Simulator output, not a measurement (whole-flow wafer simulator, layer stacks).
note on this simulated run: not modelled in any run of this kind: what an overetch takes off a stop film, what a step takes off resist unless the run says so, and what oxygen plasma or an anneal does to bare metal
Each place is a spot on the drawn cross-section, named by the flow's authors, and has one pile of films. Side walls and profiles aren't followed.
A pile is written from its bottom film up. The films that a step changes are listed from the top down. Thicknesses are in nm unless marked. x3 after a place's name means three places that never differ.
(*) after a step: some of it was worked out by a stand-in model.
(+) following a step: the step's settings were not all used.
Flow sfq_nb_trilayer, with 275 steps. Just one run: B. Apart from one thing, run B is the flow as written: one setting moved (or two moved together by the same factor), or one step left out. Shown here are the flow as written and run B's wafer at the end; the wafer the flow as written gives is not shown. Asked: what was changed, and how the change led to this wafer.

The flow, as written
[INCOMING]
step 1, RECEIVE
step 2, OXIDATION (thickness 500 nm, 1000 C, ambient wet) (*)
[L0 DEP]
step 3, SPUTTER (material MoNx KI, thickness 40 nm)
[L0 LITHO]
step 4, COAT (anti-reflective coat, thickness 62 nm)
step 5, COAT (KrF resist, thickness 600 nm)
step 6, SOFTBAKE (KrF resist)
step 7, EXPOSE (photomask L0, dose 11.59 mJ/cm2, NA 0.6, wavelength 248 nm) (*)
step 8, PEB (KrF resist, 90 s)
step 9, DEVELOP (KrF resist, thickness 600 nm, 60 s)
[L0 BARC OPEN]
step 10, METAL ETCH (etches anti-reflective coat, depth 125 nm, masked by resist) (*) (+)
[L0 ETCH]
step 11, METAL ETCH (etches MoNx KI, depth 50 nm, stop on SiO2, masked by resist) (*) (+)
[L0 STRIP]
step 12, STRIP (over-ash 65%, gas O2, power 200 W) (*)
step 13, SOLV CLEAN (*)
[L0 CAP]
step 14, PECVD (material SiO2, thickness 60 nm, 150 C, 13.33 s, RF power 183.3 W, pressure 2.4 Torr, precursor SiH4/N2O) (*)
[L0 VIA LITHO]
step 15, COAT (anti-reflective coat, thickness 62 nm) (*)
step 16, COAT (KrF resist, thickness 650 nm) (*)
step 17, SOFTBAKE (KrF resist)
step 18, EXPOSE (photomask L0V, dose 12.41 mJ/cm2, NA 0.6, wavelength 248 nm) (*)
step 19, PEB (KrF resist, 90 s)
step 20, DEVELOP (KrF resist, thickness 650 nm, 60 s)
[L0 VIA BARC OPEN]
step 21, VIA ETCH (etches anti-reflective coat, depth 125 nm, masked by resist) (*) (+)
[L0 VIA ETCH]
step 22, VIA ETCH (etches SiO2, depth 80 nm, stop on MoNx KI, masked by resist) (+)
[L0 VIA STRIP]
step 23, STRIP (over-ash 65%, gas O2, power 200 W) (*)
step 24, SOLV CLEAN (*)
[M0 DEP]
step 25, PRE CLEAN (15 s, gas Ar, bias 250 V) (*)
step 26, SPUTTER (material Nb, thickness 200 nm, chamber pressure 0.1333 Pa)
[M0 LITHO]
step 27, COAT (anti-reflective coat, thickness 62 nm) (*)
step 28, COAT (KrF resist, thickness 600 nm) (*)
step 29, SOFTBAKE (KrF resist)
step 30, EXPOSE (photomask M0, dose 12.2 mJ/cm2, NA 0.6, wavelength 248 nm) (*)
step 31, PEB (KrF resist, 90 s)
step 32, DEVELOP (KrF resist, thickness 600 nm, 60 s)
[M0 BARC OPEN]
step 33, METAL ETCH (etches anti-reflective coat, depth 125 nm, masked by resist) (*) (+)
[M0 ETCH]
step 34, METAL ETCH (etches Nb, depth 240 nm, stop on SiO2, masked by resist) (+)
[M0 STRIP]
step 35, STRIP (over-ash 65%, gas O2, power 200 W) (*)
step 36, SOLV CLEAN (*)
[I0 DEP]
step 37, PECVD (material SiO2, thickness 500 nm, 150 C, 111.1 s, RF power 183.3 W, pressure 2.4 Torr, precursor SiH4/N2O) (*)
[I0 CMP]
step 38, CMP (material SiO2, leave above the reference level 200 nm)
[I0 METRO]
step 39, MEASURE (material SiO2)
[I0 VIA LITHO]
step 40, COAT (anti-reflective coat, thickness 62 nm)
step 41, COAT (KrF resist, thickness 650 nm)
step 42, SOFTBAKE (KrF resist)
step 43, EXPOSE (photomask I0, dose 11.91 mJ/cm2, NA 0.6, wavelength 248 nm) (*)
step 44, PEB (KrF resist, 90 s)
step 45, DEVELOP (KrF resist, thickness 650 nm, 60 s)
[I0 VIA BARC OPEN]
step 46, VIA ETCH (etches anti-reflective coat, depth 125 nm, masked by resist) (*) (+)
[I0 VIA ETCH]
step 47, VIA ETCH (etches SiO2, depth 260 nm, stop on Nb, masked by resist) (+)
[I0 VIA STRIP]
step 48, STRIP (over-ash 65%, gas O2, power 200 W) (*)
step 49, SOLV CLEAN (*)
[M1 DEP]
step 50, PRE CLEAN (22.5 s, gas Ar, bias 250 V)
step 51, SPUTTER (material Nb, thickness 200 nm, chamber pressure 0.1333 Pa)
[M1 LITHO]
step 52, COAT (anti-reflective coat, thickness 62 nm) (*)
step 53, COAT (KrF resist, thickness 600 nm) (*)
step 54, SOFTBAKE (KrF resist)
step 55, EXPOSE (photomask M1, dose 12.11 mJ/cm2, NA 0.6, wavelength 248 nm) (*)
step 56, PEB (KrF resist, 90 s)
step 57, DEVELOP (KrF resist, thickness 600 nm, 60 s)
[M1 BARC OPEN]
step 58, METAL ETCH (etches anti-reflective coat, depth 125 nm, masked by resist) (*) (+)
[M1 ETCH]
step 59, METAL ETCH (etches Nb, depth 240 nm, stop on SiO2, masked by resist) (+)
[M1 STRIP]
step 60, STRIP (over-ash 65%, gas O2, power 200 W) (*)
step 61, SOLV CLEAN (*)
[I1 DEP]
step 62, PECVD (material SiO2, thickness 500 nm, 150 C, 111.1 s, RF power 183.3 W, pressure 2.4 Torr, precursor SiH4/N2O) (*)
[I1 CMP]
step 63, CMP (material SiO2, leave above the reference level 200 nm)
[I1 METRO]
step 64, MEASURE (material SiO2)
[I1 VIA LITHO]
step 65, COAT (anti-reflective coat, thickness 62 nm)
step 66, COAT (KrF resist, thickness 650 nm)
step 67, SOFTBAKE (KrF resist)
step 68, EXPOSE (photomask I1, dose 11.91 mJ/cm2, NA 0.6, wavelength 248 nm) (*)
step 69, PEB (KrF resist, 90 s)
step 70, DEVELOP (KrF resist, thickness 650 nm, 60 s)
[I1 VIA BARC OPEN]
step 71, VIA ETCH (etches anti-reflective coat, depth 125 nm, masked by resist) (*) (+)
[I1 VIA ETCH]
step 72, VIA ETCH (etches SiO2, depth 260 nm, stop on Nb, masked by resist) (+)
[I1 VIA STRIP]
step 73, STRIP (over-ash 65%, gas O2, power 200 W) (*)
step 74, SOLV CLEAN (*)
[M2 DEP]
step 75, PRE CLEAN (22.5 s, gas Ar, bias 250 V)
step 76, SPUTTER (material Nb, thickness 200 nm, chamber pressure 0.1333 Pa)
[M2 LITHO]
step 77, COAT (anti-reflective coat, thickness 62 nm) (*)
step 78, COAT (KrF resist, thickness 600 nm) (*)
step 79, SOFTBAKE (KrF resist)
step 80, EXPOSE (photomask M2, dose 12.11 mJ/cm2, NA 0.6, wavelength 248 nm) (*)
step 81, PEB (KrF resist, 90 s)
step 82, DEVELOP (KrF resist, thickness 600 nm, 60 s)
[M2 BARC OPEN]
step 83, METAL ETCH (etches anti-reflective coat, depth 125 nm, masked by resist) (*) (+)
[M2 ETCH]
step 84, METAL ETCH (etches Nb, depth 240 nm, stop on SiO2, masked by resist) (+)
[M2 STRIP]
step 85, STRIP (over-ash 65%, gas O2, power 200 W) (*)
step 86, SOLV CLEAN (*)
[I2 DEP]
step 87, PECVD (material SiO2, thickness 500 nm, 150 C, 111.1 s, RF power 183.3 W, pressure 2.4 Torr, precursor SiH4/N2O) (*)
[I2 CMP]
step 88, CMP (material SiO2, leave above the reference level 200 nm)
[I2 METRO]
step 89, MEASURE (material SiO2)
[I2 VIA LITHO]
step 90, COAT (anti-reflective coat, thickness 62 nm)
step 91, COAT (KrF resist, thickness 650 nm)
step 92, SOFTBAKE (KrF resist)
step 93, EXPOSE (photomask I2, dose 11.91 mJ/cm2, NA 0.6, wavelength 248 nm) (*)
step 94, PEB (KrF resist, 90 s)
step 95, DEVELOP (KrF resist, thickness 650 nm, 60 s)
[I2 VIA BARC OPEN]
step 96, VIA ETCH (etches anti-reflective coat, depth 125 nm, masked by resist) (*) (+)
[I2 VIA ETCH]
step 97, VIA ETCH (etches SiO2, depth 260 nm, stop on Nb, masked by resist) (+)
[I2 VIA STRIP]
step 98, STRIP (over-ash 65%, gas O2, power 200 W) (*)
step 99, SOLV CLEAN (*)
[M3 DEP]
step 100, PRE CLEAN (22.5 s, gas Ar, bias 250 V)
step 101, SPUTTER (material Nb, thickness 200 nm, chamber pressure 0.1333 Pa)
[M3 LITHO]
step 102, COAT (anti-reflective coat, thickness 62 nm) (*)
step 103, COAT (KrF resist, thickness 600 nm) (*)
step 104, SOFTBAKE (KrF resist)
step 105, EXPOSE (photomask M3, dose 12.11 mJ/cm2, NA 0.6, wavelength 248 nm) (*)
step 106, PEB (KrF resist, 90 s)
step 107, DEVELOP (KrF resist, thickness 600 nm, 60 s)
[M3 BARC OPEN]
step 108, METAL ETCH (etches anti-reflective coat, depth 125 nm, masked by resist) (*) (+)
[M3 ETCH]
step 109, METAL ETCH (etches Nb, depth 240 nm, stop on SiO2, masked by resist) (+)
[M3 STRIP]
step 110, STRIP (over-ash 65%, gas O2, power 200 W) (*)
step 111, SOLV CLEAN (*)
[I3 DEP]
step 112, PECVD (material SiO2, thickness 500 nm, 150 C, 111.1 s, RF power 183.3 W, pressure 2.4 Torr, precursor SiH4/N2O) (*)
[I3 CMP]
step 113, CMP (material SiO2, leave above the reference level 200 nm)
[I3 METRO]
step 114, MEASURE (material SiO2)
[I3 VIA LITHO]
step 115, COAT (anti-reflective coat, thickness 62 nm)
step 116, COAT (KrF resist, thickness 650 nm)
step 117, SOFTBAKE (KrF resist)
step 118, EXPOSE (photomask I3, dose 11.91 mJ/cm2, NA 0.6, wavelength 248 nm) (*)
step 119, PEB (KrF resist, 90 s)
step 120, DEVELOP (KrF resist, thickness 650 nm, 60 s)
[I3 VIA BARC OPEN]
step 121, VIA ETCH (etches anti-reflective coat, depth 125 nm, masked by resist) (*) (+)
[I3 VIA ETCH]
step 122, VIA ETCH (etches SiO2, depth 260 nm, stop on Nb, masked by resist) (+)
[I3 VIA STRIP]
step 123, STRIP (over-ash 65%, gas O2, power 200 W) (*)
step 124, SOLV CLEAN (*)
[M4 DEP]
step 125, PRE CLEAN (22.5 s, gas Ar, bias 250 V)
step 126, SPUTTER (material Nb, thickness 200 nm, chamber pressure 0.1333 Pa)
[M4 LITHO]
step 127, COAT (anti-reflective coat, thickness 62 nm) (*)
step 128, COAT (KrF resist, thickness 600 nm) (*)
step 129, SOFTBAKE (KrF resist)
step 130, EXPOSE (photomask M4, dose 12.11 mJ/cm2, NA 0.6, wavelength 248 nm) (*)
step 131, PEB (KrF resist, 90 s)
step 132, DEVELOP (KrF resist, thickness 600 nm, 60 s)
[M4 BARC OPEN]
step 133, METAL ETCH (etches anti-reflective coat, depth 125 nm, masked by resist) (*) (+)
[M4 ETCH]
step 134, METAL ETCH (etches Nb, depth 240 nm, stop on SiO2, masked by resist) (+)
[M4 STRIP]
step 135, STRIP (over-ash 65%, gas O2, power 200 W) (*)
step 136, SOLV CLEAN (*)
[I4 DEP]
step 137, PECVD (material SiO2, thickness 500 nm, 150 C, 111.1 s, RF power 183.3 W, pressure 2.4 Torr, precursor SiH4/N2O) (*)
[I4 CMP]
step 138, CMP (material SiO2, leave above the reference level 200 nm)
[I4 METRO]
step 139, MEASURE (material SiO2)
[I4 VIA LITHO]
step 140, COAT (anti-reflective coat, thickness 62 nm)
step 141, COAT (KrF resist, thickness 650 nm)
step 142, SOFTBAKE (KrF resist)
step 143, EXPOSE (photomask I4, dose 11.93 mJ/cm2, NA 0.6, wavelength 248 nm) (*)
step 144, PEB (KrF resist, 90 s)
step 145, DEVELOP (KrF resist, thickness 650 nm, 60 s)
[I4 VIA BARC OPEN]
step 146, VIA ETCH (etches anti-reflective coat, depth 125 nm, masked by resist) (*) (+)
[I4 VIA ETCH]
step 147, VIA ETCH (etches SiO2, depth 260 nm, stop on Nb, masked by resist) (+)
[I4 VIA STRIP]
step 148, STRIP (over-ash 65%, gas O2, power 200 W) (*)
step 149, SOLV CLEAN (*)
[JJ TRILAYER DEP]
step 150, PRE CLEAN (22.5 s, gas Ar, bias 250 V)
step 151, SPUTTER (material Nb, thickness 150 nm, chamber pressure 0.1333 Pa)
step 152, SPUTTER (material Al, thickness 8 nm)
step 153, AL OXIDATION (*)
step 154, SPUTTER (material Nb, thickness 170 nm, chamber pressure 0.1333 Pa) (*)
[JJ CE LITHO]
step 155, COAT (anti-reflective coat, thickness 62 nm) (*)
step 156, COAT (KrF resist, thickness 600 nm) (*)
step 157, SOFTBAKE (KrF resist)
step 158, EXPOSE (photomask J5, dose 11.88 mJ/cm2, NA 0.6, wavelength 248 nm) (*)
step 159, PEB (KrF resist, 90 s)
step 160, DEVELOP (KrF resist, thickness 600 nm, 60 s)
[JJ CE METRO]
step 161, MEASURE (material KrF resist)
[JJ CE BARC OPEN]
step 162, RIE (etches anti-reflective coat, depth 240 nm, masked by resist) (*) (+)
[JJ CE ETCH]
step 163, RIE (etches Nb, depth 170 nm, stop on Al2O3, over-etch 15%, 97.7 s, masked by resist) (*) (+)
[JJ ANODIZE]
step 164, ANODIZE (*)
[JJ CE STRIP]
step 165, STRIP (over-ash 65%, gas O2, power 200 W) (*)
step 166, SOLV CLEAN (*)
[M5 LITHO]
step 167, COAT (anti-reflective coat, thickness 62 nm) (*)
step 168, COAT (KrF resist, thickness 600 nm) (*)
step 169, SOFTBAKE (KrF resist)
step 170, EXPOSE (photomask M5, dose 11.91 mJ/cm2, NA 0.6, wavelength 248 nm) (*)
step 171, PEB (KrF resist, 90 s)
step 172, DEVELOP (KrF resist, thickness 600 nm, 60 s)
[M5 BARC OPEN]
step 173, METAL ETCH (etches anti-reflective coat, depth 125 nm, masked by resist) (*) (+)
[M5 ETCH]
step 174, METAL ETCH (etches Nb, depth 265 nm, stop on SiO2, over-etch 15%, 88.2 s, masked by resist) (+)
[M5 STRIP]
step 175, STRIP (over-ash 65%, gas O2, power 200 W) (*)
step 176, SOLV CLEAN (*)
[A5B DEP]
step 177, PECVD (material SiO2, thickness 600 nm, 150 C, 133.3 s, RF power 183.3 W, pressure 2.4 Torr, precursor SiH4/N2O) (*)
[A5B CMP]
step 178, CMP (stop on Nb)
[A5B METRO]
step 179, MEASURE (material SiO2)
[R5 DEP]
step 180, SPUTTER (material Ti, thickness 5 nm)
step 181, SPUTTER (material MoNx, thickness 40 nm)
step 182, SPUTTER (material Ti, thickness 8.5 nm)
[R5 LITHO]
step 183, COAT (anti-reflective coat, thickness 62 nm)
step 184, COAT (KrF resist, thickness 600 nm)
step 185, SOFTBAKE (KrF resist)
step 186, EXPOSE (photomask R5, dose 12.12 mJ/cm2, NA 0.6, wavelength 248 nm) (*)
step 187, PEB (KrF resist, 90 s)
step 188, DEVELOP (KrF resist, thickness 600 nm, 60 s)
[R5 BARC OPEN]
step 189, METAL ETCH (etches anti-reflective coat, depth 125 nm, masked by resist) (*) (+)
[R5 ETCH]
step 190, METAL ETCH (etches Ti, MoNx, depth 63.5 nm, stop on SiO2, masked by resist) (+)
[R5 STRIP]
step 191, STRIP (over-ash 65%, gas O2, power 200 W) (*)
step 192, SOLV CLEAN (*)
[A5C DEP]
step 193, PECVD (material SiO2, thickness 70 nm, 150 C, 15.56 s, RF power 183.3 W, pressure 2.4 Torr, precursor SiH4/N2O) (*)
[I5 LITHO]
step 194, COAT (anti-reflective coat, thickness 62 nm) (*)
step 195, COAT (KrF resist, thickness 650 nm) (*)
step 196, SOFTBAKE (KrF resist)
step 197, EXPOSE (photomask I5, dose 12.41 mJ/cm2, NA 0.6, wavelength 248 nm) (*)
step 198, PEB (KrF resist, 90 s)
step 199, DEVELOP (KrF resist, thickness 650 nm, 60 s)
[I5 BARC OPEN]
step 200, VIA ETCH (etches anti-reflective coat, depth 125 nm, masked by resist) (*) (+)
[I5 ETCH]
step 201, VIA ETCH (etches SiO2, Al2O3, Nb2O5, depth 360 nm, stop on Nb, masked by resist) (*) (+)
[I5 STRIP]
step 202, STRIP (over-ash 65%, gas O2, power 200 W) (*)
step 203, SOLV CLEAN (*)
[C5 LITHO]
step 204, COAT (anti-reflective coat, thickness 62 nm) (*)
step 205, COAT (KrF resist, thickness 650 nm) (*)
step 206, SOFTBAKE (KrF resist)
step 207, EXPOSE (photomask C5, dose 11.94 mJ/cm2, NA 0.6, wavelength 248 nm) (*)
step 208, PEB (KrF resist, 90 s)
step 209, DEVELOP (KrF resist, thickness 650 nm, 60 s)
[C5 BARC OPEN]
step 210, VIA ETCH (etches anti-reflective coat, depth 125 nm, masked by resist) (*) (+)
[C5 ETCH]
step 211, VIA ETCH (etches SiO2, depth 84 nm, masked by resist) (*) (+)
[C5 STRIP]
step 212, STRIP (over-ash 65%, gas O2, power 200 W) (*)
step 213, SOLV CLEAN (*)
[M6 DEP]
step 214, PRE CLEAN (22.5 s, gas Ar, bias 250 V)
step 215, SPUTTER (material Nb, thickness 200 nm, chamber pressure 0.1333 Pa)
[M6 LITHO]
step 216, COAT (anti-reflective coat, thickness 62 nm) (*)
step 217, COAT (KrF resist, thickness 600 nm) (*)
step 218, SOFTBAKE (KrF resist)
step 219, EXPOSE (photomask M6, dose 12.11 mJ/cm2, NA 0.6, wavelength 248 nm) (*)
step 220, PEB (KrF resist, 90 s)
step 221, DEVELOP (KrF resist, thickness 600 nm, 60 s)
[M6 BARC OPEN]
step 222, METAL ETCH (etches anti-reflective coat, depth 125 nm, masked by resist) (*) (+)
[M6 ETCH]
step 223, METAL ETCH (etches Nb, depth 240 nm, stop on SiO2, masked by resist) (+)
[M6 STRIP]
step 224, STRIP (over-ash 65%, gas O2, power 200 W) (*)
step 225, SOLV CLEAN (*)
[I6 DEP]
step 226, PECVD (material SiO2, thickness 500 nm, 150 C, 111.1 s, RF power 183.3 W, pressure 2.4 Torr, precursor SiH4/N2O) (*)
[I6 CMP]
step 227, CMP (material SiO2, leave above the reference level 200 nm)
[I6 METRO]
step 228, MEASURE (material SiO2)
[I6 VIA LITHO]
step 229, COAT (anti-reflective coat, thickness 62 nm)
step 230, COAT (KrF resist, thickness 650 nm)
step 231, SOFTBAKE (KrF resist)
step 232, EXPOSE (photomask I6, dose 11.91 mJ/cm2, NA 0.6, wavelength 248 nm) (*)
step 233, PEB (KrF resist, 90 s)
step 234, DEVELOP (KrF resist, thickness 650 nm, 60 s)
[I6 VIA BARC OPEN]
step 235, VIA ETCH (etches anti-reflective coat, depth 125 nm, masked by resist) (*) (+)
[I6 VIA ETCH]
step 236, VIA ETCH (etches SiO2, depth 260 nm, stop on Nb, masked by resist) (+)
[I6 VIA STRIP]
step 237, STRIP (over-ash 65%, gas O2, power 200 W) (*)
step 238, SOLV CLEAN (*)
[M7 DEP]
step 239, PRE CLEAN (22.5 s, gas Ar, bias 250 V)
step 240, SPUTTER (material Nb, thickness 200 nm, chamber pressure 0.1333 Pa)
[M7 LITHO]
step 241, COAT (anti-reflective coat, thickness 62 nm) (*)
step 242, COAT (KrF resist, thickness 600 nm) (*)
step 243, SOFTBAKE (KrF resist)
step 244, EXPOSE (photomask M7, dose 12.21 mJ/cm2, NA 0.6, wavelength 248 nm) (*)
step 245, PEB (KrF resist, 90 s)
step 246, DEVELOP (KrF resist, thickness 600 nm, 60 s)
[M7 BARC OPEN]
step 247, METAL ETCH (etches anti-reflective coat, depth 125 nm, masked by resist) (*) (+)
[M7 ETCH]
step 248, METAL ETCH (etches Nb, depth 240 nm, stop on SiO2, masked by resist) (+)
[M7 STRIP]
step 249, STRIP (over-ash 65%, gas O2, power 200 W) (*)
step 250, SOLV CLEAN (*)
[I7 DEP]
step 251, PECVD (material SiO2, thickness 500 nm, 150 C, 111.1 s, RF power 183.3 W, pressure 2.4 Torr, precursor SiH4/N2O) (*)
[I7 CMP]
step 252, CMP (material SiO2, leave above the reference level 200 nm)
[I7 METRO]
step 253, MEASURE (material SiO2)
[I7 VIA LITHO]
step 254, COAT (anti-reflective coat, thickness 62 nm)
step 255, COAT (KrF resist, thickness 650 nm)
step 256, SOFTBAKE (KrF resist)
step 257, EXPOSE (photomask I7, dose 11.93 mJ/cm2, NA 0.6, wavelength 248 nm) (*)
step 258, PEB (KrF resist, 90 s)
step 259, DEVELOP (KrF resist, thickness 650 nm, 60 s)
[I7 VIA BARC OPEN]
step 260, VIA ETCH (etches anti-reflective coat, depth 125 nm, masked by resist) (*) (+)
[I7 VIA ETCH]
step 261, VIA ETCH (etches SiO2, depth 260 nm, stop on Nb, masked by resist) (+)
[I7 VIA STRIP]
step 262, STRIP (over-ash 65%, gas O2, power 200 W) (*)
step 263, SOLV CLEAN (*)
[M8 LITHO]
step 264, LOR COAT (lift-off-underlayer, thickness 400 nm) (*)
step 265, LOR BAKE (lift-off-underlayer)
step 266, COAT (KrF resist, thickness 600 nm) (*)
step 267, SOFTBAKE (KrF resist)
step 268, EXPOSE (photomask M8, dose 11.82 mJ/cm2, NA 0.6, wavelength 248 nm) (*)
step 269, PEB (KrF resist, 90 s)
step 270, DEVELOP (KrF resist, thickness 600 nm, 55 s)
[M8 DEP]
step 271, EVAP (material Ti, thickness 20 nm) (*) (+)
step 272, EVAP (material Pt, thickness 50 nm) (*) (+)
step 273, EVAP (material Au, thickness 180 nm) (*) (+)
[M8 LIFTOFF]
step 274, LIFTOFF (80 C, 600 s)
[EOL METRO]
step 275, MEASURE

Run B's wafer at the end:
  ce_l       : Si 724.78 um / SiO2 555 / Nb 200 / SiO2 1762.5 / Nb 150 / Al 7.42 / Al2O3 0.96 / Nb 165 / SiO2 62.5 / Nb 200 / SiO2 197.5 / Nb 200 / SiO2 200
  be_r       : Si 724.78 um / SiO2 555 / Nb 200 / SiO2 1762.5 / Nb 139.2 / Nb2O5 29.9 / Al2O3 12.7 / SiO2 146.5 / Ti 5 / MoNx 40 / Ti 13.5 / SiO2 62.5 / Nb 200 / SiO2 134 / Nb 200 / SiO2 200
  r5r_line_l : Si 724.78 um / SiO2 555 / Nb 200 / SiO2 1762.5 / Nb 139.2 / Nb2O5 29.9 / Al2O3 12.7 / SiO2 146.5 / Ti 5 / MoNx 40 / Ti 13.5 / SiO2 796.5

The reason: step 182, SPUTTER: thickness 13.5 nm was run, though the flow has thickness 8.5 nm.
The wafer lets one read it off: be_r has Ti 13.5, and step 182 as written asks for 8.5 nm.

Step by step, how the change led to this:
  step 182, SPUTTER (material Ti, thickness 8.5 nm)
      field_l, v_sur, via_wl and 103 more: Ti gains 13.5 (new film) (in the flow as written it would be: Ti gains 8.5 (new film))
  step 190, METAL ETCH (etches Ti, MoNx, depth 63.5 nm, stop on SiO2, masked by resist) (+)
      field_l, v_sur, via_wl and 92 more: Ti loses 13.5 (all of it), MoNx loses 40 (all of it), Ti loses 5 (all of it) (in the flow as written it would be: Ti loses 8.5 (all of it), MoNx loses 40 (all of it), Ti loses 5 (all of it))
      ce_l, c5j, ce_r, wl_jj: Ti loses 13.5 (all of it), MoNx loses 40 (all of it), Ti loses 5 (all of it), Nb loses 5 (in the flow as written it would be: Ti loses 8.5 (all of it), MoNx loses 40 (all of it), Ti loses 5 (all of it), Nb loses 10)
  step 194, COAT (anti-reflective coat, thickness 62 nm) (*)
      r5r_spacepad_l, r5r_spacepad_r: anti-reflective coat gains 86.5 (new film) (in the flow as written it would be: anti-reflective coat gains 84.4 (new film))
      ce_l: anti-reflective coat gains 65 (new film) (in the flow as written it would be: anti-reflective coat gains 67.2 (new film))
      (and at 4 other places as well)
  step 202, STRIP (over-ash 65%, gas O2, power 200 W) (*)
      r5r_spacepad_l, r5r_spacepad_r: KrF resist loses 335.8 (all of it), anti-reflective coat loses 86.5 (all of it) (in the flow as written it would be: KrF resist loses 335.6 (all of it), anti-reflective coat loses 84.4 (all of it))
      ce_l: KrF resist loses 340.1 (all of it), anti-reflective coat loses 65 (all of it) (in the flow as written it would be: KrF resist loses 341.5 (all of it), anti-reflective coat loses 67.2 (all of it))
      (and at 4 other places as well)
  step 204, COAT (anti-reflective coat, thickness 62 nm) (*)
      r5r_spacepad_l, r5r_spacepad_r: anti-reflective coat gains 86.5 (new film) (in the flow as written it would be: anti-reflective coat gains 84.4 (new film))
      ce_l: anti-reflective coat gains 63.8 (new film) (in the flow as written it would be: anti-reflective coat gains 66 (new film))
      (and at 4 other places as well)
  step 210, VIA ETCH (etches anti-reflective coat, depth 125 nm, masked by resist) (*) (+)
      c5j: anti-reflective coat loses 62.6 (all of it), SiO2 loses 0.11 (in the flow as written it would be: anti-reflective coat loses 63.9 (all of it), SiO2 loses 0.11)
  step 212, STRIP (over-ash 65%, gas O2, power 200 W) (*)
      r5r_spacepad_l, r5r_spacepad_r: KrF resist loses 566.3 (all of it), anti-reflective coat loses 86.5 (all of it) (in the flow as written it would be: KrF resist loses 565.8 (all of it), anti-reflective coat loses 84.4 (all of it))
      ce_l: KrF resist loses 566.5 (all of it), anti-reflective coat loses 63.8 (all of it) (in the flow as written it would be: KrF resist loses 567.4 (all of it), anti-reflective coat loses 66 (all of it))
      (and at 3 other places as well)
  step 216, COAT (anti-reflective coat, thickness 62 nm) (*)
      r5r_spacepad_l, r5r_spacepad_r: anti-reflective coat gains 88.2 (new film) (in the flow as written it would be: anti-reflective coat gains 85.7 (new film))
      jj_sur: anti-reflective coat gains 57.5 (new film) (in the flow as written it would be: anti-reflective coat gains 56.1 (new film))
      (and at 4 other places as well)
  step 222, METAL ETCH (etches anti-reflective coat, depth 125 nm, masked by resist) (*) (+)
      r5r_spacepad_l, r5r_spacepad_r: anti-reflective coat loses 88.2 (all of it) (in the flow as written it would be: anti-reflective coat loses 85.7 (all of it))
  step 224, STRIP (over-ash 65%, gas O2, power 200 W) (*)
      jj_sur: KrF resist loses 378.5 (all of it), anti-reflective coat loses 57.5 (all of it) (in the flow as written it would be: KrF resist loses 378.5 (all of it), anti-reflective coat loses 56.1 (all of it))
      ce_l: KrF resist loses 395.2 (all of it), anti-reflective coat loses 46.5 (all of it) (in the flow as written it would be: KrF resist loses 397.1 (all of it), anti-reflective coat loses 48 (all of it))
      (and at 3 other places as well)
  step 227, CMP (material SiO2, leave above the reference level 200 nm)
      r5r_line_l, r5r_spacepad_l, r5r_spacepad_r, r5r_line_c, r5r_line_r: SiO2 loses 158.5 (in the flow as written it would be: SiO2 loses 153.5)
      c5j: SiO2 loses 228 (in the flow as written it would be: SiO2 loses 223)
